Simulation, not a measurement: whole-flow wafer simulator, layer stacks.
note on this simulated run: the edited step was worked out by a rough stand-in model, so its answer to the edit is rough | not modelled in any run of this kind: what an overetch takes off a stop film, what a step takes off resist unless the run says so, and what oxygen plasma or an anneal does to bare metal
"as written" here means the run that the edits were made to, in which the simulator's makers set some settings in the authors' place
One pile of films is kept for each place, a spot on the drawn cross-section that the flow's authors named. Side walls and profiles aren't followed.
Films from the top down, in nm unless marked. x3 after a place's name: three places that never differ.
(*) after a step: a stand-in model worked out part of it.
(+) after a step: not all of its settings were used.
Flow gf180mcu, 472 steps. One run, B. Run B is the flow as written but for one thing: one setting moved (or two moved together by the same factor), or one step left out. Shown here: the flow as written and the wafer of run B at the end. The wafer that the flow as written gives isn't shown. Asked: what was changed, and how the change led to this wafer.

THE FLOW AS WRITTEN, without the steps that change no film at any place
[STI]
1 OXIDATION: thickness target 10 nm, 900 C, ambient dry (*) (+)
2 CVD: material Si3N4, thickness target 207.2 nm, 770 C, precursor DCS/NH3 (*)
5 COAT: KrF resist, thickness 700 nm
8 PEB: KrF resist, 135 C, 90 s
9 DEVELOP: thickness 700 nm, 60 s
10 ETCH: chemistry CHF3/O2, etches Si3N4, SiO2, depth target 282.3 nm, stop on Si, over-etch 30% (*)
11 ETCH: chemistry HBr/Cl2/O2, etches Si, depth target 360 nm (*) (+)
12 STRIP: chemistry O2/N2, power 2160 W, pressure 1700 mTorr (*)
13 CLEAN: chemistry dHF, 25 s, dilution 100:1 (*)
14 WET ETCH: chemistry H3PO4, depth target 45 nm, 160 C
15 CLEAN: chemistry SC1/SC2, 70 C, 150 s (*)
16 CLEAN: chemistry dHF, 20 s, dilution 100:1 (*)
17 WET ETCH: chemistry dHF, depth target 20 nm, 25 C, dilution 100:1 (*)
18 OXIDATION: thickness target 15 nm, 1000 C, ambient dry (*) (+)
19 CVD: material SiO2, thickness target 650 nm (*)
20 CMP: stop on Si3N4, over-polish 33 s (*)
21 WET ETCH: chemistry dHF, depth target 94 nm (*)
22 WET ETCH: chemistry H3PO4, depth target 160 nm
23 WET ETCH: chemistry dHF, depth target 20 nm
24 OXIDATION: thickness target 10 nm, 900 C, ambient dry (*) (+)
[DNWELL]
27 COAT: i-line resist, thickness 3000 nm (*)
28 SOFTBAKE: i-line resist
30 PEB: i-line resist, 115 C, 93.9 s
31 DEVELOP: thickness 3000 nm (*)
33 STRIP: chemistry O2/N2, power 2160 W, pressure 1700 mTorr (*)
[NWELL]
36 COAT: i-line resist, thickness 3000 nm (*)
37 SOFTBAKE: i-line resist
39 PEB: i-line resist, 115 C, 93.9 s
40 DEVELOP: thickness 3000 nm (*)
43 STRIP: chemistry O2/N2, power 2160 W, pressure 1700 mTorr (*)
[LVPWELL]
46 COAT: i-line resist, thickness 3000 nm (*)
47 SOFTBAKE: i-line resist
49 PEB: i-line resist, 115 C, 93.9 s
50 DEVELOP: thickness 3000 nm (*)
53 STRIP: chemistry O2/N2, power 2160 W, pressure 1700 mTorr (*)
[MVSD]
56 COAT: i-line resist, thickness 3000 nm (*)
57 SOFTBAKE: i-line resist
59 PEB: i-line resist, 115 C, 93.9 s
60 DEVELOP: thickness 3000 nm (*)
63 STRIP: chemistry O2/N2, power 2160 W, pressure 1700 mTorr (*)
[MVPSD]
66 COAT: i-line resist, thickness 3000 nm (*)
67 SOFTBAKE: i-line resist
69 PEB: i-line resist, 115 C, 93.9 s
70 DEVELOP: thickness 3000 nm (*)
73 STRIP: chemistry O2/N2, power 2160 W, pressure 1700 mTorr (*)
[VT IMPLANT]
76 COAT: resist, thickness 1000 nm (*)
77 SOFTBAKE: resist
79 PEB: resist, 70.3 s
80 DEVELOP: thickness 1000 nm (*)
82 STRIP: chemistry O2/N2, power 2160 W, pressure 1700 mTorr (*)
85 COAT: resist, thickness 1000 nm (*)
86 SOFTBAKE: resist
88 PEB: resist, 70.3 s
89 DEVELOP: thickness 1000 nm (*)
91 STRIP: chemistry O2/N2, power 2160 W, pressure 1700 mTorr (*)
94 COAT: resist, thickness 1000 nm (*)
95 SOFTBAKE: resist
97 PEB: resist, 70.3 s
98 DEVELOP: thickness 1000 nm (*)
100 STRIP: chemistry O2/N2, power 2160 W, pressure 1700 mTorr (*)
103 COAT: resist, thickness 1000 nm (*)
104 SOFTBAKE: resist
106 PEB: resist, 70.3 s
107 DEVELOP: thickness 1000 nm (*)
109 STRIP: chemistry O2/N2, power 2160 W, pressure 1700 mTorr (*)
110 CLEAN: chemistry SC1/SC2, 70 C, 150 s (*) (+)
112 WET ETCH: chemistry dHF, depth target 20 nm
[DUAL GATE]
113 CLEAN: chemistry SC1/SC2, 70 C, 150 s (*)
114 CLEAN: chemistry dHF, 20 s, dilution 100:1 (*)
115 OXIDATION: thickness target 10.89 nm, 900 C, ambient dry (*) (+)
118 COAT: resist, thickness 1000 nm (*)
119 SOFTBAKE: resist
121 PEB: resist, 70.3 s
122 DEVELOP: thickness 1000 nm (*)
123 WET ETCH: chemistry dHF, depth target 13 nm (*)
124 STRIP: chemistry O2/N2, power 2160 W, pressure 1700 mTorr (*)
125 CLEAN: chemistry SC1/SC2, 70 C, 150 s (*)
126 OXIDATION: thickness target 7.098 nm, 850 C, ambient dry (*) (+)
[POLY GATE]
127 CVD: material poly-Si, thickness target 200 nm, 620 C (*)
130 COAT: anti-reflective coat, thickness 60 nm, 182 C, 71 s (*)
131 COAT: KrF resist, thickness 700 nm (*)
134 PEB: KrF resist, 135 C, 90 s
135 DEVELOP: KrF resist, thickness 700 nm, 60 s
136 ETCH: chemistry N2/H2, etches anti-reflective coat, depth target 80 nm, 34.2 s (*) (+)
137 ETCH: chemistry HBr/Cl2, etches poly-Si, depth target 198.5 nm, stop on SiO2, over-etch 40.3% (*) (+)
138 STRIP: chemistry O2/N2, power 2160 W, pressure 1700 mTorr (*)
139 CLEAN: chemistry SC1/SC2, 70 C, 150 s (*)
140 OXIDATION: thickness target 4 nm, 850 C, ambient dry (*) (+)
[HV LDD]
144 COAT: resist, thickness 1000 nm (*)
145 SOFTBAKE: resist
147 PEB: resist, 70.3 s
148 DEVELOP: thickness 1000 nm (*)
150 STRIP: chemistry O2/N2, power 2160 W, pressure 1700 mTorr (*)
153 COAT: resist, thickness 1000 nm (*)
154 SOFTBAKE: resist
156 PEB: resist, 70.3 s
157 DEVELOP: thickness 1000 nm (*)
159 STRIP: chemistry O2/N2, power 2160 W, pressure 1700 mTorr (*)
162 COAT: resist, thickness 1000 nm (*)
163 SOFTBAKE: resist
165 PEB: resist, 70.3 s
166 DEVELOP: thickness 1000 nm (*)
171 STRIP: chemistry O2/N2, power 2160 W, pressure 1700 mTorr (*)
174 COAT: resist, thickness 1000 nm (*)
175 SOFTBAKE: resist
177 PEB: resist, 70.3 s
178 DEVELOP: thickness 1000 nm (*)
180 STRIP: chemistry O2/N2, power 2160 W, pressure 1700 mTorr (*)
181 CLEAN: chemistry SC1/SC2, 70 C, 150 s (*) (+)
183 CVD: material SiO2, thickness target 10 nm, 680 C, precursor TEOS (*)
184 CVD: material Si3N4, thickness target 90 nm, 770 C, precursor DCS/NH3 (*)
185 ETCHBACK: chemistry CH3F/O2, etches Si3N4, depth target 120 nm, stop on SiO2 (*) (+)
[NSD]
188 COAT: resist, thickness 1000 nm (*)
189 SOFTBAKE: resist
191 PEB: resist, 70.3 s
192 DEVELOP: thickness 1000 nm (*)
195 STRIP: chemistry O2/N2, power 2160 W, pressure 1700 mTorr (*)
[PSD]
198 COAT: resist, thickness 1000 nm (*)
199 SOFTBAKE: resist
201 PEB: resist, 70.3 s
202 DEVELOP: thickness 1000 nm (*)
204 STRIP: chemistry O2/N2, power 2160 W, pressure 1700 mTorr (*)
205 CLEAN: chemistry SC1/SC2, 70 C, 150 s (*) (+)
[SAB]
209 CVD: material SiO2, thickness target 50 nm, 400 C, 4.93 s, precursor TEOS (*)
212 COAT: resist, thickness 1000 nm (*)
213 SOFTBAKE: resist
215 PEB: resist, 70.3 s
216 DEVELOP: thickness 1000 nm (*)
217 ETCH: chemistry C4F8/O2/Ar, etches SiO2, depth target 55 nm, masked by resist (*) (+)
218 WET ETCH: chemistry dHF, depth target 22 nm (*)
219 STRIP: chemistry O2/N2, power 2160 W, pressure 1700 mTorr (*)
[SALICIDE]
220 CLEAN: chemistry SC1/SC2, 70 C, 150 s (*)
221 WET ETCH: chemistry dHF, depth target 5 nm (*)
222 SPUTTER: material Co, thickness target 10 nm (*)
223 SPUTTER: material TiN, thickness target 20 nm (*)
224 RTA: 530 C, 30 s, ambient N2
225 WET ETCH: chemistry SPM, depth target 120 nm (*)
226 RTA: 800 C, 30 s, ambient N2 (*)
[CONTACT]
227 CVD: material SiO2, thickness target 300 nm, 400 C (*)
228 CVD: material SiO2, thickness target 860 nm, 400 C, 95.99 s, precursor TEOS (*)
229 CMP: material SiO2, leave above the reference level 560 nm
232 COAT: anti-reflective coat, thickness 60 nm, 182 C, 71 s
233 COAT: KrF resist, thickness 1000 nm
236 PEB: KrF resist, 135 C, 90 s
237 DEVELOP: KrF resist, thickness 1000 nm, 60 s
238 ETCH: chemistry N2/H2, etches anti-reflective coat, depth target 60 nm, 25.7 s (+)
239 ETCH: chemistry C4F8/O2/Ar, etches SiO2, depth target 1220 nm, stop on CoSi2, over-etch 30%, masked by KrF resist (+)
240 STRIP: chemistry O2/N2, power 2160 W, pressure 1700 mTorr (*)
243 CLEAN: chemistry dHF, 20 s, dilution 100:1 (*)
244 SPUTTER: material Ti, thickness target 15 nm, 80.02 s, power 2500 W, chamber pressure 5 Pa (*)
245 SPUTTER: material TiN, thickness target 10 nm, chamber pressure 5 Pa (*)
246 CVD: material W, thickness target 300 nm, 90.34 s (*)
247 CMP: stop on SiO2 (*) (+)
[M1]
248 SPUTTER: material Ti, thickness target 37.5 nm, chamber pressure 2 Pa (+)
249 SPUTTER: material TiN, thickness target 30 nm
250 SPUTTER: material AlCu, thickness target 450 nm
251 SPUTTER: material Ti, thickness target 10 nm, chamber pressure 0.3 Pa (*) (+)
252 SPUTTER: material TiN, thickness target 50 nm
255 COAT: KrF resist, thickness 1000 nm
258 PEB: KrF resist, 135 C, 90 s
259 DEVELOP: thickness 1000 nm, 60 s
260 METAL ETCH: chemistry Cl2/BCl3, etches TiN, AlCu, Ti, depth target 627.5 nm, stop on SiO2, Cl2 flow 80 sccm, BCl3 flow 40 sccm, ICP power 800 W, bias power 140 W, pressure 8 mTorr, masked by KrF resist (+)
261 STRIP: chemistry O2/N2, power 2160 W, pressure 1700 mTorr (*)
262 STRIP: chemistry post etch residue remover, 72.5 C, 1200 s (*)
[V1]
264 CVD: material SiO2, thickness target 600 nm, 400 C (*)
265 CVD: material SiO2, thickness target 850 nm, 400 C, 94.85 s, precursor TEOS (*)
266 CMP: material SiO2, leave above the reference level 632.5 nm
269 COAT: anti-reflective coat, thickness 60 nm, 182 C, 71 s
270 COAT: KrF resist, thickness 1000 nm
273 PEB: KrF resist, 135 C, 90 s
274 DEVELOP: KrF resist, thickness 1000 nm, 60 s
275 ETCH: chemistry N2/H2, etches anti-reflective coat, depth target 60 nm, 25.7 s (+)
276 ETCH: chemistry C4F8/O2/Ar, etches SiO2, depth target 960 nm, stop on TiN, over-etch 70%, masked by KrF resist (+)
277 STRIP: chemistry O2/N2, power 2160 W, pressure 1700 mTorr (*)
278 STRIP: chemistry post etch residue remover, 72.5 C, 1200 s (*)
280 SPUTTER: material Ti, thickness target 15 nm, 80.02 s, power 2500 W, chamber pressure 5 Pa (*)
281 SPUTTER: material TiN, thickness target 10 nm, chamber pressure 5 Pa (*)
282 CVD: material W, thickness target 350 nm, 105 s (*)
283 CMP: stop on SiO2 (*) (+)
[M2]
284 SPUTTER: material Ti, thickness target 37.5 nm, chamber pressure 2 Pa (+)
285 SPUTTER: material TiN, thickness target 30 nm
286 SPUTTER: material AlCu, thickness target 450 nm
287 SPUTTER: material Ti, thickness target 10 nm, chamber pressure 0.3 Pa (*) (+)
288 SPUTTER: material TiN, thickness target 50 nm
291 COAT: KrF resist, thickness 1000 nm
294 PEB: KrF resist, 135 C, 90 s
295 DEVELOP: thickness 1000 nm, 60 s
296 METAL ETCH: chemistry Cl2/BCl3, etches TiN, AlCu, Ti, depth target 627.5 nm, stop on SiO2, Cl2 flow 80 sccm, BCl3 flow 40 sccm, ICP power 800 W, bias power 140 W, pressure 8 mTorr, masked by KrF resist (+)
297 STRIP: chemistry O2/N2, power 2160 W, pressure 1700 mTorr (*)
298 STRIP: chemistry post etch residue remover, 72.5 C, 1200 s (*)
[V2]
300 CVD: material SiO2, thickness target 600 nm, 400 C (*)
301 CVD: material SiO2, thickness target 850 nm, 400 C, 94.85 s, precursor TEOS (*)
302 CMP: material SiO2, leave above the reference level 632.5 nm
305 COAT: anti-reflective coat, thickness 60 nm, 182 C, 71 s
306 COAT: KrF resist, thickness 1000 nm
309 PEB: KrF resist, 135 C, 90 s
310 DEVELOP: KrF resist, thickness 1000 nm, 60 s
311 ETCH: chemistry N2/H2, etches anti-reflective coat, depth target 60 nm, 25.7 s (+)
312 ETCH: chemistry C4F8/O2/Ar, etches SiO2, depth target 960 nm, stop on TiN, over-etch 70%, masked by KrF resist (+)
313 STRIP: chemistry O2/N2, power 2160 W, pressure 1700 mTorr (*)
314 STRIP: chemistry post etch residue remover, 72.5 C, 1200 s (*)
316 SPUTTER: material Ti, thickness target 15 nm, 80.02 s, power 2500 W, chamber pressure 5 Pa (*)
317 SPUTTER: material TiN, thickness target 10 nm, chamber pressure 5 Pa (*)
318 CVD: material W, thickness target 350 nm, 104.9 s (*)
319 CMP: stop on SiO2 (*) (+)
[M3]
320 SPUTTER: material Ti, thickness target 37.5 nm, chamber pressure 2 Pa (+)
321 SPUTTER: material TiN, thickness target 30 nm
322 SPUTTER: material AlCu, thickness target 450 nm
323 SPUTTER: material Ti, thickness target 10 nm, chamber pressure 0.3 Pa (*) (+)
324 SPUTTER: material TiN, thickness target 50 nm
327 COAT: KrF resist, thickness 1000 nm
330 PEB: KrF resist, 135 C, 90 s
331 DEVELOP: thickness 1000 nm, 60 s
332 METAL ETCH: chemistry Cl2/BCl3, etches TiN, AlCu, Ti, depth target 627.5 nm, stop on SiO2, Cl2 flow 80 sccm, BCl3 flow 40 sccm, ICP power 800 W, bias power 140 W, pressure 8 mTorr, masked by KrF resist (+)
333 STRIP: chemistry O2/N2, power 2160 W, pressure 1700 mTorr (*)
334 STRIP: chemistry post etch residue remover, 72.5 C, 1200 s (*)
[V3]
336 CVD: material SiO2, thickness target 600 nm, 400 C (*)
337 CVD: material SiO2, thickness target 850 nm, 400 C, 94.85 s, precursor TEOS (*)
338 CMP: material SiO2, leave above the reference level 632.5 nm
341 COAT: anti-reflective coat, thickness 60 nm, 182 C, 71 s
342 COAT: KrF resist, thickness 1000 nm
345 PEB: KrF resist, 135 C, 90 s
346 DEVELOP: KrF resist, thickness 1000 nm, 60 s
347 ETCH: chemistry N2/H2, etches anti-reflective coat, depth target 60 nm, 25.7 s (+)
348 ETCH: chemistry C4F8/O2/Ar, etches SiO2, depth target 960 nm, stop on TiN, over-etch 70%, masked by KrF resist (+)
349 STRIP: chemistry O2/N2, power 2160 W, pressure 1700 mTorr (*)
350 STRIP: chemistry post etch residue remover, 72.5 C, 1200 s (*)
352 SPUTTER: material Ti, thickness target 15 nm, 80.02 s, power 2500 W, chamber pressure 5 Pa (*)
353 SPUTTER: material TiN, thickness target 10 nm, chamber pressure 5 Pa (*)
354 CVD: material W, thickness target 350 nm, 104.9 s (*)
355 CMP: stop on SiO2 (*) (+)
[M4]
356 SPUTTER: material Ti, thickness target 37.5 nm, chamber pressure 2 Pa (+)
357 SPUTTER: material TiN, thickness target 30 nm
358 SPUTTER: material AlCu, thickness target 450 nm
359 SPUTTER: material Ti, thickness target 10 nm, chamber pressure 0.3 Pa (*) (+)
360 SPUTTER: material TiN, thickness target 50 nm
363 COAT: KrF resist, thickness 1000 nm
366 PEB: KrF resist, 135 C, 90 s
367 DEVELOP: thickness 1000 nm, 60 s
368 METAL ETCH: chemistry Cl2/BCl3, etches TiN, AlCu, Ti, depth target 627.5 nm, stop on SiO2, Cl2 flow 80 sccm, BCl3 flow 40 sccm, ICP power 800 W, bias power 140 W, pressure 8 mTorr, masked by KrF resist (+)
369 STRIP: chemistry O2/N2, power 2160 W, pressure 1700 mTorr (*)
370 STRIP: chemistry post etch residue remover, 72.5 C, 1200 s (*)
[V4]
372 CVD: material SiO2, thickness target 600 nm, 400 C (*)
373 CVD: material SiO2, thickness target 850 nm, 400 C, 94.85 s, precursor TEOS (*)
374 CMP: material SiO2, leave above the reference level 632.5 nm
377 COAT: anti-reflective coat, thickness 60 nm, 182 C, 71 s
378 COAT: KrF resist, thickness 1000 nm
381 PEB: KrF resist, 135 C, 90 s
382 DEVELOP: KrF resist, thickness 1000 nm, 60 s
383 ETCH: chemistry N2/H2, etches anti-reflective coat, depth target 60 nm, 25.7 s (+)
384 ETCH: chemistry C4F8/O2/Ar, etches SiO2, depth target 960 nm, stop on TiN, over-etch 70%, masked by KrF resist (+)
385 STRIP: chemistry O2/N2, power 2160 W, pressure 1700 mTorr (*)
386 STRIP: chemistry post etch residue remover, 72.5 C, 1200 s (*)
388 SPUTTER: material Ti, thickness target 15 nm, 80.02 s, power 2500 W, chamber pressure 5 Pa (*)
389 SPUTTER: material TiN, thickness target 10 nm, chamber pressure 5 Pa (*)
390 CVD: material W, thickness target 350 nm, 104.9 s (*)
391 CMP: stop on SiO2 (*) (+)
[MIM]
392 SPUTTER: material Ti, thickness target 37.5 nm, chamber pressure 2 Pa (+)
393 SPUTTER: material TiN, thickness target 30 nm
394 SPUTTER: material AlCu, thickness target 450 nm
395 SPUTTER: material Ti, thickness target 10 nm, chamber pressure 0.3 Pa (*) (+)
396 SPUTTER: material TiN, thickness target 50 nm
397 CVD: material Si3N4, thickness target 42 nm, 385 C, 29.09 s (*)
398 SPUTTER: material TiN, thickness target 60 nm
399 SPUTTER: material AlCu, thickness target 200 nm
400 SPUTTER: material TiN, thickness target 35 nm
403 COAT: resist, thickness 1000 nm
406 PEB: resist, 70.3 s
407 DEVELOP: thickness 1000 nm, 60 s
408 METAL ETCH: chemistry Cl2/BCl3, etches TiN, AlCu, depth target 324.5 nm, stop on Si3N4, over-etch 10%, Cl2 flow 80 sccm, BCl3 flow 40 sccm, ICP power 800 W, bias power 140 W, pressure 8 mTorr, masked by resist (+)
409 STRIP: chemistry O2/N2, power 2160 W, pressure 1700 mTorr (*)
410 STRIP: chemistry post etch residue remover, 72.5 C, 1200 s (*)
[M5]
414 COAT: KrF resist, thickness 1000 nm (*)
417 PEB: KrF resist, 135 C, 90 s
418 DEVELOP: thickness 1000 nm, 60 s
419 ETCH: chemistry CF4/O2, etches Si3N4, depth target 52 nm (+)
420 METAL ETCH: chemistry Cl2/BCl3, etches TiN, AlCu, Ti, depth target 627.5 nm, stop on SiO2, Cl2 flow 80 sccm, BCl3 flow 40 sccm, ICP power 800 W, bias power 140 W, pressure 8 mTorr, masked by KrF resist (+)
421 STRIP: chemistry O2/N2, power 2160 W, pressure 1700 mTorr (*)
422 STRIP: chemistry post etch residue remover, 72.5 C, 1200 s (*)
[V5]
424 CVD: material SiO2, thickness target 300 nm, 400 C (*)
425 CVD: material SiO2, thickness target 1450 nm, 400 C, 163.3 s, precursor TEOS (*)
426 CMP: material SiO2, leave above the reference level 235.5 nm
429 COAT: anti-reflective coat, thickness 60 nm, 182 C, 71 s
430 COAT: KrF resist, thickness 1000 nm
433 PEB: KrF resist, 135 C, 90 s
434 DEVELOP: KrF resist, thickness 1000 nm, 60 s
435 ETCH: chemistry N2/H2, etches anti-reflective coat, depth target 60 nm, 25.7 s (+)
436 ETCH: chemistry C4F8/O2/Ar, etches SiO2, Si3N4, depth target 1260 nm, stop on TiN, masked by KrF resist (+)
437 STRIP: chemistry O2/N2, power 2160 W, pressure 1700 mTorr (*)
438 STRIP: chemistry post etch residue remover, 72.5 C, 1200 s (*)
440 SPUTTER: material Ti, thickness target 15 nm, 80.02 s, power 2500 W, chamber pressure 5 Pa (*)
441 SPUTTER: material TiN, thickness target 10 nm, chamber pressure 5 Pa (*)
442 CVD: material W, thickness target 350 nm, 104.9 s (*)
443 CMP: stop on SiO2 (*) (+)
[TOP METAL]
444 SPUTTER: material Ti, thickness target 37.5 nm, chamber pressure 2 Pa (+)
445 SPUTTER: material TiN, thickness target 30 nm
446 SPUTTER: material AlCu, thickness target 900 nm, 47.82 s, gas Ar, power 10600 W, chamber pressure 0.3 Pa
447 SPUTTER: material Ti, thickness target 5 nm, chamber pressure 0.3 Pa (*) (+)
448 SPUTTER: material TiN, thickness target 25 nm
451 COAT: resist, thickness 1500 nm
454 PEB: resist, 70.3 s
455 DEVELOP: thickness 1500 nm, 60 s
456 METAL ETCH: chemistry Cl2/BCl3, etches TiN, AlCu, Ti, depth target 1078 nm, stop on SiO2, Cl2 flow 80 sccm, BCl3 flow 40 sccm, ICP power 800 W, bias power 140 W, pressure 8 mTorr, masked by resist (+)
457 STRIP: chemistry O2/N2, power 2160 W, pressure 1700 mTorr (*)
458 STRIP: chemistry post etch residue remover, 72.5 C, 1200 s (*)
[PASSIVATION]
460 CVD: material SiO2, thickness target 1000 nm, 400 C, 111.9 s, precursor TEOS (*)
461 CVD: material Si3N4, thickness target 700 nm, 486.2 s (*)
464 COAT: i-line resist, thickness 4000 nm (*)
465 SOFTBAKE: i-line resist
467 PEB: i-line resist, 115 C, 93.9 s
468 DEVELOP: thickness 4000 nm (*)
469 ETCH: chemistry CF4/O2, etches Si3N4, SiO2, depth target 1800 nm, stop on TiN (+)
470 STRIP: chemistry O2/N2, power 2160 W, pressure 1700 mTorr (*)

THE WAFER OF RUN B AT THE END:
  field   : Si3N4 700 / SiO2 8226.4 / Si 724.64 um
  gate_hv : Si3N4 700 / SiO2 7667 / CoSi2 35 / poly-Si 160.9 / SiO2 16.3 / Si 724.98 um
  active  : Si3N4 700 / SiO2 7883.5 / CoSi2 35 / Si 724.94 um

The cause: step 126, OXIDATION: thickness target 9.511 nm was run, where the flow has thickness target 7.098 nm.

How the change led to this, step by step:
  126 OXIDATION: thickness target 7.098 nm, 850 C, ambient dry (*) (+)
      gate_hv, active_hv, active_nat and 25 more: SiO2 +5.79, Si -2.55 (as written it would be: SiO2 +3.72, Si -1.64)
      active, n_well, p_well and 12 more: SiO2 +9.51 (new film), chemical SiO2 -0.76 (all of it), Si -3.85 (as written it would be: SiO2 +7.1 (new film), chemical SiO2 -0.76 (all of it), Si -2.79)
  189 SOFTBAKE: resist
      nw_enc_fld_lv__w3: resist -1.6 (as written it would be: resist +2.11)
  199 SOFTBAKE: resist
      nw_enc_fld_lv__w3: resist -1.6 (as written it would be: resist +2.11)
  218 WET ETCH: chemistry dHF, depth target 22 nm (*)
      active, p_well, sd_n, iso_ptap_pw, iso_ntap_nw, iso_ptap_sub, vpnp_e: SiO2 -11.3 (all of it) (as written it would be: SiO2 -9.01 (all of it))
      ldn_tap, ldn_src, ldn_drn, ldp_tap, ldp_src, ldp_drn, ldp_gr: SiO2 -17.9 (all of it) (as written it would be: SiO2 -16 (all of it))
      (and at 9 more places)
